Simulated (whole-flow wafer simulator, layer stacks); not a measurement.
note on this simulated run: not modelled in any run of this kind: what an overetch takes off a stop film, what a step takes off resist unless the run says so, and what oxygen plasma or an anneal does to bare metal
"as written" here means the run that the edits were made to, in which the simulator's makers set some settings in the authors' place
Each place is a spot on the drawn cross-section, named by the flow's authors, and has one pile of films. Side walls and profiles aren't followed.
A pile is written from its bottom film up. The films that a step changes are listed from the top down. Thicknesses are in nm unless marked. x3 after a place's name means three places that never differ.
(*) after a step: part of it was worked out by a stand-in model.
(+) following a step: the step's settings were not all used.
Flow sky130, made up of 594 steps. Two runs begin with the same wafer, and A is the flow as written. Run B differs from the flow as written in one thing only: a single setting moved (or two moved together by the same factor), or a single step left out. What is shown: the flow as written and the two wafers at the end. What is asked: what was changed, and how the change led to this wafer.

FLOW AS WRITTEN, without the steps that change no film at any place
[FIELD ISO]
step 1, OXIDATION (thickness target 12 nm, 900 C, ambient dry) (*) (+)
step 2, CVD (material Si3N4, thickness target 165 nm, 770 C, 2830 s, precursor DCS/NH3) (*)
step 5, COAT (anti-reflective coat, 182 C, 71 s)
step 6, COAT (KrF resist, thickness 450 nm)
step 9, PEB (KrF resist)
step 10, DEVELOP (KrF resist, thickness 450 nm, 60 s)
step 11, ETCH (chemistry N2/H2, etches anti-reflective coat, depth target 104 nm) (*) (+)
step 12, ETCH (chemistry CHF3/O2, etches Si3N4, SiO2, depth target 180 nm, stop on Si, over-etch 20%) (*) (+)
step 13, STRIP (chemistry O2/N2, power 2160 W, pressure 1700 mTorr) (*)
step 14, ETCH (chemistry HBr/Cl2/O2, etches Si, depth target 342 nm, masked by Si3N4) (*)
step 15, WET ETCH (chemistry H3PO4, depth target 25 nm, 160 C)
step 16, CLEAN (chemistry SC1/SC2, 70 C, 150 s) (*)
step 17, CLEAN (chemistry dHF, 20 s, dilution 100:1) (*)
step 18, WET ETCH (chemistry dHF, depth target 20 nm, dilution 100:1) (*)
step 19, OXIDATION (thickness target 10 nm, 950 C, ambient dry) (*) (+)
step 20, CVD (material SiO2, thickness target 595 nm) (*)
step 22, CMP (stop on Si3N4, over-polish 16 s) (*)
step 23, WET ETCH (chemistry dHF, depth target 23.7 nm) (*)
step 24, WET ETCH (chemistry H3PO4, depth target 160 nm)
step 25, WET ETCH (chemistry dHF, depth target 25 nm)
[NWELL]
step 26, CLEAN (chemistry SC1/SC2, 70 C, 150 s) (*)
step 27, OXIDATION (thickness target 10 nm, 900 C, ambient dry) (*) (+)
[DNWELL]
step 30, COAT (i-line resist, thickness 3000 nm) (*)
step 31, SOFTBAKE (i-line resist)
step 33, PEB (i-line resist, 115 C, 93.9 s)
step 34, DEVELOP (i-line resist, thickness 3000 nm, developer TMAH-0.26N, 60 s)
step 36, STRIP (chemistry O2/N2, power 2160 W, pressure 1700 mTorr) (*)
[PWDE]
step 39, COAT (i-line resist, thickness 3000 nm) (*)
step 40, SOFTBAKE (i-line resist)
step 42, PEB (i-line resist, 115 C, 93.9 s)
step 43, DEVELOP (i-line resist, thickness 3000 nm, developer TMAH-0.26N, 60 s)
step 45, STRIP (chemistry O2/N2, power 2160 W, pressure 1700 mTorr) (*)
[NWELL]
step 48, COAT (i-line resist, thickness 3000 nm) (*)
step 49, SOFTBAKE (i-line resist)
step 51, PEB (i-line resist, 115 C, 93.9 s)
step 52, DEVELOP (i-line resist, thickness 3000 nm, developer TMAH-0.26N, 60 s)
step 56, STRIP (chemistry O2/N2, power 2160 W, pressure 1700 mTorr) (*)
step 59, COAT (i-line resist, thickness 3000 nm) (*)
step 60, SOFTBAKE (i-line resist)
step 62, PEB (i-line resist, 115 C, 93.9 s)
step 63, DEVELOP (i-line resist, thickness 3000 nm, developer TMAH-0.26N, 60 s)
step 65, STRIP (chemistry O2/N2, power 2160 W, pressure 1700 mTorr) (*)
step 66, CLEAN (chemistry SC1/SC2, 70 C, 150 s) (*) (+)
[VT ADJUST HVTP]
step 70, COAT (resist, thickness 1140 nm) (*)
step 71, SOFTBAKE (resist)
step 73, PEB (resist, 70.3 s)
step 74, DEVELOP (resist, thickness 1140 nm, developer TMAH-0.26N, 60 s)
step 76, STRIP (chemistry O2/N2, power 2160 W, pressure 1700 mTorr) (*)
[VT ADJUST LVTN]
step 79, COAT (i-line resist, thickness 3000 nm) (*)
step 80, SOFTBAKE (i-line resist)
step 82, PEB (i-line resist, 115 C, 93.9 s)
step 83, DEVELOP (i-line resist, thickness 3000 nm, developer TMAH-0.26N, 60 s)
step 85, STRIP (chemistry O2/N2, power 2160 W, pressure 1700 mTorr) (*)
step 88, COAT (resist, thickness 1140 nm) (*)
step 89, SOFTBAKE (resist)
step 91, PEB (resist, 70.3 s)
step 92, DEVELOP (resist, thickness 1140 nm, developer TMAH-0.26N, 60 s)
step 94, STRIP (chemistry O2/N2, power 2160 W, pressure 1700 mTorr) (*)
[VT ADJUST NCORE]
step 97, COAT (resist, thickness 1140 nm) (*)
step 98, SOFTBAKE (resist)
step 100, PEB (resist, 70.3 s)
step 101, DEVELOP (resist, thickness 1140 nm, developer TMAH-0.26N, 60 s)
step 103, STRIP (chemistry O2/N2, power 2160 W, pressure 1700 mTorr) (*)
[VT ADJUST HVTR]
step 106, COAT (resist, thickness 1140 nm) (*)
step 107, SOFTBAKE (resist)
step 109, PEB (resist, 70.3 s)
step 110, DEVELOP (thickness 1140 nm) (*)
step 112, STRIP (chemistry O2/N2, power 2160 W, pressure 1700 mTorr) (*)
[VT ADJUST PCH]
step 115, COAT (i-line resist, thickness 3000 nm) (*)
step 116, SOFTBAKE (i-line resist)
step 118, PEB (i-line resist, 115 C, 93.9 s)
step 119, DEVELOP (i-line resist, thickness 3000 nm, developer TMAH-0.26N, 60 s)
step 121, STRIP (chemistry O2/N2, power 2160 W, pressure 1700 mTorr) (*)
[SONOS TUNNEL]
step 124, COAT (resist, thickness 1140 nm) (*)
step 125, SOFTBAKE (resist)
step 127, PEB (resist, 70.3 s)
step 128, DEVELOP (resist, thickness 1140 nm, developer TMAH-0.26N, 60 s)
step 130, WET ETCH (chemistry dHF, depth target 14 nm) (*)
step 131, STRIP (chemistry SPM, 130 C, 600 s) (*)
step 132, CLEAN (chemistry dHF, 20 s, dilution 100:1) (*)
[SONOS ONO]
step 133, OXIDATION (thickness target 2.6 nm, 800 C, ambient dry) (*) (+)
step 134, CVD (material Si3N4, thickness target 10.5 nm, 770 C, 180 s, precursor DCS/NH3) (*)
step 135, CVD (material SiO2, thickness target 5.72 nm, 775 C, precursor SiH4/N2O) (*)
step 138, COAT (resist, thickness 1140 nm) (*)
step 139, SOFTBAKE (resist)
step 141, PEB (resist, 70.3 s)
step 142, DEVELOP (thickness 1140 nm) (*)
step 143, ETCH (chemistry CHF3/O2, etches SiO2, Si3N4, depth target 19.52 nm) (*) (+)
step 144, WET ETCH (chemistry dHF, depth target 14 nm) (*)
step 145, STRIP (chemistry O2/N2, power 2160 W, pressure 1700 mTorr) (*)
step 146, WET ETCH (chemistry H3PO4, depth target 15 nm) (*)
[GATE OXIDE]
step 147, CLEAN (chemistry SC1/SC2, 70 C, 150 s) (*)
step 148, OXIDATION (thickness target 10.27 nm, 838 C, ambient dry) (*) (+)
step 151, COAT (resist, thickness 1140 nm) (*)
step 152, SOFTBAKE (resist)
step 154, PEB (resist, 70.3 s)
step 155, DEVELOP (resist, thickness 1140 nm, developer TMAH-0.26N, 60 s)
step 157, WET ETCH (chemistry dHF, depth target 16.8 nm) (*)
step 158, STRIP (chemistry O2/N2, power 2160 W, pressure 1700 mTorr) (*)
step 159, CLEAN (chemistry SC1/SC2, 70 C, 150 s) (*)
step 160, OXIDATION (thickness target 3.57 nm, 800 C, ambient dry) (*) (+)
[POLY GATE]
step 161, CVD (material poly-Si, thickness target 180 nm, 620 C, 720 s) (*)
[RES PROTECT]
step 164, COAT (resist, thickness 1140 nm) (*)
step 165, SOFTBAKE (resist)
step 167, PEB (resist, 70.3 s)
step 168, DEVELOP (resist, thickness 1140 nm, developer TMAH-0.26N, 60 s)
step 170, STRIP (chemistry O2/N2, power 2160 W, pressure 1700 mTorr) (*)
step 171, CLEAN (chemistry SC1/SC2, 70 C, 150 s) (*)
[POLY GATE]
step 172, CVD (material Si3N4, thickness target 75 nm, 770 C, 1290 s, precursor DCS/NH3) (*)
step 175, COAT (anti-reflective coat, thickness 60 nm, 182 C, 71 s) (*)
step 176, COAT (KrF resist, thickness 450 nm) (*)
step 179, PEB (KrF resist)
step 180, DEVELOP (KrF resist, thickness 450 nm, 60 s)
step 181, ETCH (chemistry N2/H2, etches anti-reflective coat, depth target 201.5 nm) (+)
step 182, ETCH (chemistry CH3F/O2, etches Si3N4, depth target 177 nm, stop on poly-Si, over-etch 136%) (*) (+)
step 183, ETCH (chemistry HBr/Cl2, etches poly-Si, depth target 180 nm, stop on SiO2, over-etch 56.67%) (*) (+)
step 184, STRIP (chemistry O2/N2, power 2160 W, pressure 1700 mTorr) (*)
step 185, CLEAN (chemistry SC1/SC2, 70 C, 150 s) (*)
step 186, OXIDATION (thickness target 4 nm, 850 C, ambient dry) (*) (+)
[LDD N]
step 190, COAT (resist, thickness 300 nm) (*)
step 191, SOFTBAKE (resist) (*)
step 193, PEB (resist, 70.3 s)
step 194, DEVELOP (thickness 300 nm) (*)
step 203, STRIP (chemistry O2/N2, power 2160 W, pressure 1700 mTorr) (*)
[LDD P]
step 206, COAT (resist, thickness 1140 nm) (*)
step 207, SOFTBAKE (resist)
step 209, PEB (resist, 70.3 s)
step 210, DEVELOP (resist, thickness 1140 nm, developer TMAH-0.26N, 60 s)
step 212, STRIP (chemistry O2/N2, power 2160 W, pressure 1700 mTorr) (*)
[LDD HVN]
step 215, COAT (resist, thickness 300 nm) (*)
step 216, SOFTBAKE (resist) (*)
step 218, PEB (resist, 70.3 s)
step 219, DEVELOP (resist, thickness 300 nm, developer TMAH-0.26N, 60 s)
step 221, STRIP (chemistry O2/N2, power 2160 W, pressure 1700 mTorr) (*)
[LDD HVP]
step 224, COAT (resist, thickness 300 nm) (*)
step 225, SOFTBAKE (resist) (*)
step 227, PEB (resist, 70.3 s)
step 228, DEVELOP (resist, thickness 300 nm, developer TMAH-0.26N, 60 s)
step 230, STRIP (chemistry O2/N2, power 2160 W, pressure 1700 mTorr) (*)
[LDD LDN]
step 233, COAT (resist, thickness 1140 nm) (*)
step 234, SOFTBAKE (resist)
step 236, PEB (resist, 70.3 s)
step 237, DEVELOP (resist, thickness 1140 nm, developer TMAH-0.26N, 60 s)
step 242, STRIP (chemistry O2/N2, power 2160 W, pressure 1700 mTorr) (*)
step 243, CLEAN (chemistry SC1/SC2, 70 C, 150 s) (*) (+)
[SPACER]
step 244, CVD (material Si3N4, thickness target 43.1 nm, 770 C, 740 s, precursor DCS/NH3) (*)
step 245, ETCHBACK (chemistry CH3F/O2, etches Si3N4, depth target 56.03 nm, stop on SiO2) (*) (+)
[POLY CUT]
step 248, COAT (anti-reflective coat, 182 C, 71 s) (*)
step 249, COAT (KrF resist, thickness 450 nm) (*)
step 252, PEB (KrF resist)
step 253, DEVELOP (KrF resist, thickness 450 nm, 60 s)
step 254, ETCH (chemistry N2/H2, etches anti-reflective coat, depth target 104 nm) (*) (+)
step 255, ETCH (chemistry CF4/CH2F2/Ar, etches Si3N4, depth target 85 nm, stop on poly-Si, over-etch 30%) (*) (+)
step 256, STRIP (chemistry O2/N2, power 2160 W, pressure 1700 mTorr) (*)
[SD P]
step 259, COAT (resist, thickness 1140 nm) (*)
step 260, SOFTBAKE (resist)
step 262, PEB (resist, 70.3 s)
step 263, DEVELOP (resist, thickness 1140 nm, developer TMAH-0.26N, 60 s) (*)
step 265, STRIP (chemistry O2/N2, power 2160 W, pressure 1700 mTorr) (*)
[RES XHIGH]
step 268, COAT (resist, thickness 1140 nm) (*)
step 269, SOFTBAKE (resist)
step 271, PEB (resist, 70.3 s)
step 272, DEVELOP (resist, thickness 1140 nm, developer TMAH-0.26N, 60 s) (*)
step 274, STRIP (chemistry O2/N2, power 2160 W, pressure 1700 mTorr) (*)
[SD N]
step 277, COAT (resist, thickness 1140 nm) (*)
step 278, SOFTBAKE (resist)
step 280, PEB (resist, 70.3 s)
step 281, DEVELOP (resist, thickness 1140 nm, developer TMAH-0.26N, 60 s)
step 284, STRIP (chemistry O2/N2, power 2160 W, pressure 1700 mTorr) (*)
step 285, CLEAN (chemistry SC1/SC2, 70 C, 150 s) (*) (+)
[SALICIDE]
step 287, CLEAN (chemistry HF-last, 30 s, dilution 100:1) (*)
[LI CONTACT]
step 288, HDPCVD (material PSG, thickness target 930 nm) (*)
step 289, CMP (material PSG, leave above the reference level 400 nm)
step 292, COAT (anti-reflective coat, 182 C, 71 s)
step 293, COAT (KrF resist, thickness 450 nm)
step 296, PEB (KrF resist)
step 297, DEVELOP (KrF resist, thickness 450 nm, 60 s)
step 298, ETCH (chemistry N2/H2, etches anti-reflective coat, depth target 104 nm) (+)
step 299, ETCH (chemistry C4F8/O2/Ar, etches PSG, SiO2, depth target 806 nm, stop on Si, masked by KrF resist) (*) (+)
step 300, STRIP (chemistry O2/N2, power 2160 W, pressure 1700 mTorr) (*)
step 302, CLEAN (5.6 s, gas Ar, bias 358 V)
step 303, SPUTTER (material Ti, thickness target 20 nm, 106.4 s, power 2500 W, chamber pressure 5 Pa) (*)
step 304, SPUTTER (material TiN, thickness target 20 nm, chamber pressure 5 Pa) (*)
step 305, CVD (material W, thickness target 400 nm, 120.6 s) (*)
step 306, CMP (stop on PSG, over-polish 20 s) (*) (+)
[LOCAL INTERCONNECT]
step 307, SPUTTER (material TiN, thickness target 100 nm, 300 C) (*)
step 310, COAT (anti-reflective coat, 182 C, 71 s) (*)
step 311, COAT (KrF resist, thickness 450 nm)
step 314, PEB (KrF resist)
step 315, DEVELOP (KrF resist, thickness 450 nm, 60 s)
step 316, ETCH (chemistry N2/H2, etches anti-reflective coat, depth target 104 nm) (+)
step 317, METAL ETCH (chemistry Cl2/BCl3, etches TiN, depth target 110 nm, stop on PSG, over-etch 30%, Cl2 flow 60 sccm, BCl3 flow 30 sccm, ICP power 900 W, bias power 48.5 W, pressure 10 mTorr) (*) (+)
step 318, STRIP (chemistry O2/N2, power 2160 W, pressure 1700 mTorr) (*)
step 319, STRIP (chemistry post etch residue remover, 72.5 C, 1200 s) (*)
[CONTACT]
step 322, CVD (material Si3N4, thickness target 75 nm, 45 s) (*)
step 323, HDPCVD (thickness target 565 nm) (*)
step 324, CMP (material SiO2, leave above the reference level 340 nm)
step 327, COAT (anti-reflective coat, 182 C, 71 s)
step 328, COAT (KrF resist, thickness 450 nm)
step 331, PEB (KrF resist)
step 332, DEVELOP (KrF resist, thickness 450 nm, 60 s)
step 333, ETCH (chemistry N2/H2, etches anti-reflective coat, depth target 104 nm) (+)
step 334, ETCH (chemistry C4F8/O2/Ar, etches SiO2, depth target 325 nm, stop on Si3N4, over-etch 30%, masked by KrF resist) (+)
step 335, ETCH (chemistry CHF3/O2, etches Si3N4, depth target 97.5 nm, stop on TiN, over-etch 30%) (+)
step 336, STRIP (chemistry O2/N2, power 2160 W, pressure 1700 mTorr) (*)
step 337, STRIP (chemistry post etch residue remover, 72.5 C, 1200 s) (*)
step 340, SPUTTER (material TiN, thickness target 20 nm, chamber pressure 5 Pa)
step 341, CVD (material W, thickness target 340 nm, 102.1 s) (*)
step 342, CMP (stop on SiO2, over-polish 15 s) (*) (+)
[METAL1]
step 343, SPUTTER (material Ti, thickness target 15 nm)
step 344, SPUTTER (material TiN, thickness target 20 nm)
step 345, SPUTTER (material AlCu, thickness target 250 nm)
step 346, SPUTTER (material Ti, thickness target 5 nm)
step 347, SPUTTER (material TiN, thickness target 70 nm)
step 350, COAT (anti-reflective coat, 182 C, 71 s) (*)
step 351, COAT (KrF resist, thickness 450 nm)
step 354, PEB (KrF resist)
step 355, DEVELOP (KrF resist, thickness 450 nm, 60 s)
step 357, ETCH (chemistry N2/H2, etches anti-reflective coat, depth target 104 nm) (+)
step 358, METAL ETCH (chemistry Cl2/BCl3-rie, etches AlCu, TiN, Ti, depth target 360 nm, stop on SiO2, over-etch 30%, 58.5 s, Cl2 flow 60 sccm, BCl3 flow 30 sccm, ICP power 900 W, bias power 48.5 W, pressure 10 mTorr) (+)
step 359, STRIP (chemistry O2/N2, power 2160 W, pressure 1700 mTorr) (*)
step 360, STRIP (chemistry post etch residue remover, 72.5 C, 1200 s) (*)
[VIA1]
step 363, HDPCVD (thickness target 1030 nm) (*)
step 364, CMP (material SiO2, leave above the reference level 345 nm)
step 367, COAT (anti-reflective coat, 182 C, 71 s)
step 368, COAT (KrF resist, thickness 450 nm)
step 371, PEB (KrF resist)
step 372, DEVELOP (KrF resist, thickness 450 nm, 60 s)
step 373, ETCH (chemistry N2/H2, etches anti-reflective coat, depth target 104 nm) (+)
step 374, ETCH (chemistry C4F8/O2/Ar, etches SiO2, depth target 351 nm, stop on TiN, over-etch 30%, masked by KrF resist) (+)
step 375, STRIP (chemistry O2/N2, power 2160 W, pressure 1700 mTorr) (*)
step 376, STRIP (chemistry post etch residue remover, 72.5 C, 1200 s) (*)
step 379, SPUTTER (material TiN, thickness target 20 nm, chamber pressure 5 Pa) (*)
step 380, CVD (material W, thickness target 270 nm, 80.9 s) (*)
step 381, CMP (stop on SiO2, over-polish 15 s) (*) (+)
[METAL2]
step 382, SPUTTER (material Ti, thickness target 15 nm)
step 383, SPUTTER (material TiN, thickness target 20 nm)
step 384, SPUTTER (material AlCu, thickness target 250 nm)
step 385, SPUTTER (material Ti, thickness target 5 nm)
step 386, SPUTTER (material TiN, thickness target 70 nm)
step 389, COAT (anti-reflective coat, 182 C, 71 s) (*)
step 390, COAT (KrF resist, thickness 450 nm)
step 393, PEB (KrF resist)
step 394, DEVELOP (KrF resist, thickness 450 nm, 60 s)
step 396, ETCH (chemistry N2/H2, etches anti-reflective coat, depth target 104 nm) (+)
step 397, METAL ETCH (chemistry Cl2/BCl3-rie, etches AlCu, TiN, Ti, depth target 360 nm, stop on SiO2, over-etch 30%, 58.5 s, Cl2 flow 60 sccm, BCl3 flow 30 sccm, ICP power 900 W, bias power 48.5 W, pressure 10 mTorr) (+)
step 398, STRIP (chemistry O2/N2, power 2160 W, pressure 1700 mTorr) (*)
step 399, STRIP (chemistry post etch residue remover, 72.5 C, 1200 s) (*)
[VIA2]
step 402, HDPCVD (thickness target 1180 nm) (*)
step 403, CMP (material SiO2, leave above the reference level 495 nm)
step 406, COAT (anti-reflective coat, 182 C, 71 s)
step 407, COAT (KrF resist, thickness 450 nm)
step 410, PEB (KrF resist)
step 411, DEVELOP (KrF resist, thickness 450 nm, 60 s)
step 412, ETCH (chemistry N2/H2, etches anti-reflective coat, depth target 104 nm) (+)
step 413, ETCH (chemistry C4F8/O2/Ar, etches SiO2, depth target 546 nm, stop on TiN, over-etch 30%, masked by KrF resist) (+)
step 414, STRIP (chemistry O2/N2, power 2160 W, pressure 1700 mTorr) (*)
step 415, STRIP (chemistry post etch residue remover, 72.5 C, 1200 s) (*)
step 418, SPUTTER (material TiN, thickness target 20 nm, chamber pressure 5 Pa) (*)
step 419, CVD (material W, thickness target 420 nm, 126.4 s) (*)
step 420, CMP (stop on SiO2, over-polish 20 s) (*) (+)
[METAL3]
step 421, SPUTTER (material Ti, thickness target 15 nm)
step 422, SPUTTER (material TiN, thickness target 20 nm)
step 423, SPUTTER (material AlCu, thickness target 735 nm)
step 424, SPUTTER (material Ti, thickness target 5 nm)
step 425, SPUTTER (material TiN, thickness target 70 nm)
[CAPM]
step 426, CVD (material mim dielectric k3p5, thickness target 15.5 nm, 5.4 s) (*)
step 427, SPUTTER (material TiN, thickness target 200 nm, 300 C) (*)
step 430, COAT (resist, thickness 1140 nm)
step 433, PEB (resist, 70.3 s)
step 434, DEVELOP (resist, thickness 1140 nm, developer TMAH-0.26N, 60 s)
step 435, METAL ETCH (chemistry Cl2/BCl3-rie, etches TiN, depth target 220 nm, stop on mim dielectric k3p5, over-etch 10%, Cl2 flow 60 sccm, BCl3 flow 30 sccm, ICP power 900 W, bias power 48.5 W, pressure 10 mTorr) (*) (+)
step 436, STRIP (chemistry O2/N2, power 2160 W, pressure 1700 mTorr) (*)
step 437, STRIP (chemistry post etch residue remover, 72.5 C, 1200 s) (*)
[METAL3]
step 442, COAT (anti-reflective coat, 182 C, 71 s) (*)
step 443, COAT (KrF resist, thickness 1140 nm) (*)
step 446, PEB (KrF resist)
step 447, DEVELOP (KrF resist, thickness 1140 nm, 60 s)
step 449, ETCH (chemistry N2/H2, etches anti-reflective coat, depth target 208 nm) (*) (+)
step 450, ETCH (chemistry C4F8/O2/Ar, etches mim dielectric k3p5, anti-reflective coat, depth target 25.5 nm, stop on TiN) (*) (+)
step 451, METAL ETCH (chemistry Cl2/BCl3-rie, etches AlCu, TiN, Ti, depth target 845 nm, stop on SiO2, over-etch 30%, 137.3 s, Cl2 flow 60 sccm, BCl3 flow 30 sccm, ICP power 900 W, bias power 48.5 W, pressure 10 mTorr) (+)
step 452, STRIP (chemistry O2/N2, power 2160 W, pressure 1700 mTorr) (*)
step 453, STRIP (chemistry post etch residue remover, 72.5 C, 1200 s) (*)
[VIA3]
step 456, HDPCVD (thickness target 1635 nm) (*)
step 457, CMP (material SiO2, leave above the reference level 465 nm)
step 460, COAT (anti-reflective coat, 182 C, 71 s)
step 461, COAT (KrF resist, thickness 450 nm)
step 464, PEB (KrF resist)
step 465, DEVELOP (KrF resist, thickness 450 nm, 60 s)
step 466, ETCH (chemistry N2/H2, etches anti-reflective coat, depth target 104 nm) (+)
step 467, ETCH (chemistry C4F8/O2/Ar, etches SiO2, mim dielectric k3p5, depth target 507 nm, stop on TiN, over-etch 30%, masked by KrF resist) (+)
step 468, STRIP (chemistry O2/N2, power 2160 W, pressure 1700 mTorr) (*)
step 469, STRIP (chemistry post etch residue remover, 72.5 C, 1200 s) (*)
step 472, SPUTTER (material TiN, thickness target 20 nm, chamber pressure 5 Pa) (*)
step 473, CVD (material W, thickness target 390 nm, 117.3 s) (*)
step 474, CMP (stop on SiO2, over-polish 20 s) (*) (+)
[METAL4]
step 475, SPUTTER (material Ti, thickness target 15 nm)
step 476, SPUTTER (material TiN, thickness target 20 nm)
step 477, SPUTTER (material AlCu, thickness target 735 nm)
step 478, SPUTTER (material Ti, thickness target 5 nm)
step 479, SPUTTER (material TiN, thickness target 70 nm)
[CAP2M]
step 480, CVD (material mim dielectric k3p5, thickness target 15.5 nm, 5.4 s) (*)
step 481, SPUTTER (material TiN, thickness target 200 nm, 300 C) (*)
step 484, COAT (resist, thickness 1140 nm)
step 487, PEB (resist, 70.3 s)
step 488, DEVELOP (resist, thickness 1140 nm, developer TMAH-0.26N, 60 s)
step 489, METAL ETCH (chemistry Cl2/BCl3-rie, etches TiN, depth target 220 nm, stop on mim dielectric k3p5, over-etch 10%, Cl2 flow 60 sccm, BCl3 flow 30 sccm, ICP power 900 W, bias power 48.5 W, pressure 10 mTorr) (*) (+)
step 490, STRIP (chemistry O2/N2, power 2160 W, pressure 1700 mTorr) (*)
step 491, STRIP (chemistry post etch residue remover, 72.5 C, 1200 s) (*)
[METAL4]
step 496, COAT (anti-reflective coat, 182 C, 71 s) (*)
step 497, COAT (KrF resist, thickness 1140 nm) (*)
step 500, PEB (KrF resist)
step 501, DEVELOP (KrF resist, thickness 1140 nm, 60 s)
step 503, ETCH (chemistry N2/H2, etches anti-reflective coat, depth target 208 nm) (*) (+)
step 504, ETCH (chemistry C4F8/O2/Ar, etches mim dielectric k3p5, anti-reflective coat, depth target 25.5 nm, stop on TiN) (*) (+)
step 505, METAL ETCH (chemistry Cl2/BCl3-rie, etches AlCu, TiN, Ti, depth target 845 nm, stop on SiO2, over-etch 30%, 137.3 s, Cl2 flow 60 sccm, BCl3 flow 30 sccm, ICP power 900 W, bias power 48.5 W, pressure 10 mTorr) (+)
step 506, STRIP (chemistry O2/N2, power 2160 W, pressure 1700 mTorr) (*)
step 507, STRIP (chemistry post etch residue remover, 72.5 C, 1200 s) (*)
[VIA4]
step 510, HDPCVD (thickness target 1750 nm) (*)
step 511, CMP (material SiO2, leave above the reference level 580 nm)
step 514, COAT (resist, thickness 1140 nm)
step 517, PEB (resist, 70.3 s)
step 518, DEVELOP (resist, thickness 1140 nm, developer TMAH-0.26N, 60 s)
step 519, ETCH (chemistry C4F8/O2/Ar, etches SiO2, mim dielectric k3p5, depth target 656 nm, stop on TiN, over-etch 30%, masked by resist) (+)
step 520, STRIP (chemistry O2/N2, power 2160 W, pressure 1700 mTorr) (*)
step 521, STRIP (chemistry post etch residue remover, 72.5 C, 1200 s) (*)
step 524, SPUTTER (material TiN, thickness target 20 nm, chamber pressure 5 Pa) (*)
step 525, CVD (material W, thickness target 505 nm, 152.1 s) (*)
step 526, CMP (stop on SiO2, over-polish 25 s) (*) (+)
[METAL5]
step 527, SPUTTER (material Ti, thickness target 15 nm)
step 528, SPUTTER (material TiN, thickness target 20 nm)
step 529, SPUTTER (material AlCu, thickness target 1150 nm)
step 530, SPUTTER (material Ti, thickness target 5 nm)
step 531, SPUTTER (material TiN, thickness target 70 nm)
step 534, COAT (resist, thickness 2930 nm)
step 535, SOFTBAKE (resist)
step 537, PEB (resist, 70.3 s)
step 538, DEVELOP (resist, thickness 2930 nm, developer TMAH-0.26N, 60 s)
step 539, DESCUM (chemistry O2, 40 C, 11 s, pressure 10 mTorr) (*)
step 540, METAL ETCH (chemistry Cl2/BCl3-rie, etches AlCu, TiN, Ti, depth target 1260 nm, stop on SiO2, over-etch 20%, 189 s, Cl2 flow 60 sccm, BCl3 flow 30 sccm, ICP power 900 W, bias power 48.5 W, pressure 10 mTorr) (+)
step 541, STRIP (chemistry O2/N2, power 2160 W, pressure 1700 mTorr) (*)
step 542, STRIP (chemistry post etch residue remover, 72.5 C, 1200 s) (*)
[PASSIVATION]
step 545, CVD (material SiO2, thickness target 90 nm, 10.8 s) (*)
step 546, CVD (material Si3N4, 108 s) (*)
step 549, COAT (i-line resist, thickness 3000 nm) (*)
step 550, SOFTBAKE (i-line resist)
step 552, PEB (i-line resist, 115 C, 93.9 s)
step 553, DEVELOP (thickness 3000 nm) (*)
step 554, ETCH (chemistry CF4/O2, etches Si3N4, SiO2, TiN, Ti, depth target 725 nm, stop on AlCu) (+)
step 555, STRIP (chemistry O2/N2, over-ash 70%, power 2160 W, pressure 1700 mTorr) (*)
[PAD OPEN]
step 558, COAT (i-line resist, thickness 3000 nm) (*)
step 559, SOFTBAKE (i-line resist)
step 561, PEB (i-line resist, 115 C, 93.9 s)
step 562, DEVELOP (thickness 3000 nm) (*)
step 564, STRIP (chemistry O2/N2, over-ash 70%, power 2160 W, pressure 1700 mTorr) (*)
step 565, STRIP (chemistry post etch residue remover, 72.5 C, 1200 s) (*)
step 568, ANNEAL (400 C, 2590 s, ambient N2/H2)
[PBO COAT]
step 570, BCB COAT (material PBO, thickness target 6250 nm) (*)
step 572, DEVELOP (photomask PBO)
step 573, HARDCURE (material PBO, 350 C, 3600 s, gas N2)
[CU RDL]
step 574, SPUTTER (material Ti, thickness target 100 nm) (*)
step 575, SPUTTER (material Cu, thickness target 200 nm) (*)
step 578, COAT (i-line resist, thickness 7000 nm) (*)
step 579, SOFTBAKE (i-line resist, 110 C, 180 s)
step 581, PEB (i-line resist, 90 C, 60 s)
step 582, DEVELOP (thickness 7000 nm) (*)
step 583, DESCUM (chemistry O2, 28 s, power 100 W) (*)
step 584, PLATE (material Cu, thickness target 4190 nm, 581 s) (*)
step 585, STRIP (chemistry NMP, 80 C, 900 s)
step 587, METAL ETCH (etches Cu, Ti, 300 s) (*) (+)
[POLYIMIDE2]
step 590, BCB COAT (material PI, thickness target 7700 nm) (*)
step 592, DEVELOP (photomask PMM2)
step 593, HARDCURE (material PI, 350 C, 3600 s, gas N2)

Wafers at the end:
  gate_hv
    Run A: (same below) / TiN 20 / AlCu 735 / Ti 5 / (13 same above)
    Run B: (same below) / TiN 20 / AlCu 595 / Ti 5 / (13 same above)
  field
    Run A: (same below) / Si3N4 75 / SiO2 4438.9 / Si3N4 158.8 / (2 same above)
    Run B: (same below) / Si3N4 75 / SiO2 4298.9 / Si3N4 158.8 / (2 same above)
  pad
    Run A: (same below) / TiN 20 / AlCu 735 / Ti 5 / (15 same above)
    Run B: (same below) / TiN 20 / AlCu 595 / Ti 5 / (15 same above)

The reason: step 423, SPUTTER: thickness target 595 nm was run, whereas the flow has thickness target 735 nm.
The wafer itself shows it: gate_hv has AlCu 595, and step 423 as written asks for 735 nm.

Step by step, how the change led to this:
  step 423, SPUTTER (material AlCu, thickness target 735 nm)
      field, active, n_well and 188 more: A AlCu gains 735 (new film) | B AlCu gains 595 (new film)
  step 451, METAL ETCH (chemistry Cl2/BCl3-rie, etches AlCu, TiN, Ti, depth target 845 nm, stop on SiO2, over-etch 30%, 137.3 s, Cl2 flow 60 sccm, BCl3 flow 30 sccm, ICP power 900 W, bias power 48.5 W, pressure 10 mTorr) (+)
      field, gate, spacer and 68 more: A TiN loses 70 (all of it), Ti loses 5 (all of it), AlCu loses 735 (all of it), TiN loses 20 (all of it), Ti loses 15 (all of it), SiO2 loses 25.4 | B TiN loses 70 (all of it), Ti loses 5 (all of it), AlCu loses 595 (all of it), TiN loses 20 (all of it), Ti loses 15 (all of it), SiO2 loses 39.4
      active, vpp_ln, vpp_iso2 and 11 more: A TiN loses 70 (all of it), Ti loses 5 (all of it), AlCu loses 735 (all of it), TiN loses 20 (all of it), Ti loses 15 (all of it), SiO2 loses 25.3 | B TiN loses 70 (all of it), Ti loses 5 (all of it), AlCu loses 595 (all of it), TiN loses 20 (all of it), Ti loses 15 (all of it), SiO2 loses 39.3
  step 457, CMP (material SiO2, leave above the reference level 465 nm)
      field, active, gate and 82 more: A SiO2 loses 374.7 | B SiO2 loses 500.7
